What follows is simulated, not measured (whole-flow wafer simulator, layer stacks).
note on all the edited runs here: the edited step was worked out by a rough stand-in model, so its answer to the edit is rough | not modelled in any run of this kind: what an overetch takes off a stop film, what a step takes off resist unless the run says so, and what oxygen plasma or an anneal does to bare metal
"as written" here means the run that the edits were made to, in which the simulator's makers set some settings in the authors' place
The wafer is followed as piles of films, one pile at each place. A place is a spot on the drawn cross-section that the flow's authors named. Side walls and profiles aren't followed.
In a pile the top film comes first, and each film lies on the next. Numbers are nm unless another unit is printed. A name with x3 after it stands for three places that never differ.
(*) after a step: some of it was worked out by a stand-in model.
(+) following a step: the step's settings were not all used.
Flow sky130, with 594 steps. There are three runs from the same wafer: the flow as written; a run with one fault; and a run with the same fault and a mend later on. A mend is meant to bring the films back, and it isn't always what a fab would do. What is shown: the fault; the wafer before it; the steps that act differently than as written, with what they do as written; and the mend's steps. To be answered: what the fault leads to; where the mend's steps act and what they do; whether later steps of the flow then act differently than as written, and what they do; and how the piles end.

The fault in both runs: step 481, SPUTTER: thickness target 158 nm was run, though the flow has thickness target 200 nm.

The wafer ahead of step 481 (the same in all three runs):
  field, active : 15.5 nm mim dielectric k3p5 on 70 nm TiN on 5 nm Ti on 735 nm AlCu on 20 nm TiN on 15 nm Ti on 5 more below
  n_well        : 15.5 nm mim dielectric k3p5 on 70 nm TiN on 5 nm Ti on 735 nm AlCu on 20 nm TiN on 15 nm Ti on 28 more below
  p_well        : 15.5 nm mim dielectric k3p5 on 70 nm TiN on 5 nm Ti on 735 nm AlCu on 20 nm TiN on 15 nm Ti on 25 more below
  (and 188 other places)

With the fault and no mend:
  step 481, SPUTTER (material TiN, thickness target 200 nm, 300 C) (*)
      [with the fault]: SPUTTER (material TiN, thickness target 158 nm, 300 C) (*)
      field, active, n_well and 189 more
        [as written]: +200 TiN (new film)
        [with the fault]: +158 TiN (new film)
  Steps further on in the flow that do not act as written (3 other steps are not shown; they differ only slightly, by no more than 2% or 0.5 nm, whichever is larger):
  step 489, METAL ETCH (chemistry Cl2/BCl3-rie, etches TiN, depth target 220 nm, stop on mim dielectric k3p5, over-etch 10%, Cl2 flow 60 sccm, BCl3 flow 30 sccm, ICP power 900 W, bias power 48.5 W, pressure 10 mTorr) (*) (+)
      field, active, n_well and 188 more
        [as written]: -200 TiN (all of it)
        [with the fault]: -158 TiN (all of it)
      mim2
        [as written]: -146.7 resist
        [with the fault]: -115.9 resist
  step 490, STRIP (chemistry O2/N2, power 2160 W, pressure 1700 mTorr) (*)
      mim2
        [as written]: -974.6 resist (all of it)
        [with the fault]: -1005.4 resist (all of it)
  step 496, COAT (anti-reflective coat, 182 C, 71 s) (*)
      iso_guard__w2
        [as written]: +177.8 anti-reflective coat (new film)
        [with the fault]: +150.1 anti-reflective coat (new film)
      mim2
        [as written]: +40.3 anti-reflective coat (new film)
        [with the fault]: +31.8 anti-reflective coat (new film)
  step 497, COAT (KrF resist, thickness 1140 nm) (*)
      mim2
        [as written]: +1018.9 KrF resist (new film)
        [with the fault]: +1058.3 KrF resist (new film)
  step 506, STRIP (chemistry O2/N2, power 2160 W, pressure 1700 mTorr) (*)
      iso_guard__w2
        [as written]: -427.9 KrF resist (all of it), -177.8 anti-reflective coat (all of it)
        [with the fault]: -446.5 KrF resist (all of it), -150.1 anti-reflective coat (all of it)
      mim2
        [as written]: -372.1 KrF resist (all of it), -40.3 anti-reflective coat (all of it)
        [with the fault]: -411.4 KrF resist (all of it), -31.8 anti-reflective coat (all of it)
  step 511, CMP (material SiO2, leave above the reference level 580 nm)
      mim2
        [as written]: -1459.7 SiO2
        [with the fault]: -1417.7 SiO2
  At mim2, the piles at the end differ from the flow's by more than 2% or 0.5 nm, whichever is larger.
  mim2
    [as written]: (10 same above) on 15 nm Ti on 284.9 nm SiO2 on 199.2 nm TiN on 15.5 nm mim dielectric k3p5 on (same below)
    [with the fault]: (10 same above) on 15 nm Ti on 326.9 nm SiO2 on 157.2 nm TiN on 15.5 nm mim dielectric k3p5 on (same below)

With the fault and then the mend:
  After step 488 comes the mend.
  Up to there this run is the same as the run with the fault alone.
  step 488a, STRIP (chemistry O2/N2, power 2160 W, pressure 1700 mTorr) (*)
      mim2
        -1121.3 resist (all of it)
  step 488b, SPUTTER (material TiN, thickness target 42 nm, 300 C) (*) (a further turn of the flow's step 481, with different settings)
      field, active, n_well and 189 more
        +42 TiN
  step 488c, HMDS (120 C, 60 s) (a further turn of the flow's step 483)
      leaves every film unchanged at each place that is followed
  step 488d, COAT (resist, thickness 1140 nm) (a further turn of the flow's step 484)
      field, active, n_well and 187 more
        +1140 resist (new film)
      m1, via3_hole
        +1140.6 resist (new film)
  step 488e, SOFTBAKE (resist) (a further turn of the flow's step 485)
      leaves every film unchanged at each place that is followed
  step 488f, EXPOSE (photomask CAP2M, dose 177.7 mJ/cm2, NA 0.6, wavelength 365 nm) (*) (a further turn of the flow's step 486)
      leaves every film unchanged at each place that is followed
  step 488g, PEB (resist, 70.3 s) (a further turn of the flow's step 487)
      field, active, n_well and 189 more
        -18.7 resist
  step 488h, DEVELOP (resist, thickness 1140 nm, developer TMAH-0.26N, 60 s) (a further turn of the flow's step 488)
      field, active, n_well and 186 more
        -1121.3 resist (all of it)
      m1, via3_hole
        -1121.9 resist (all of it)
  Every later step of the flow that is run acts as written at every place that is followed.
  The piles end the same as the flow's at every place that both follow.
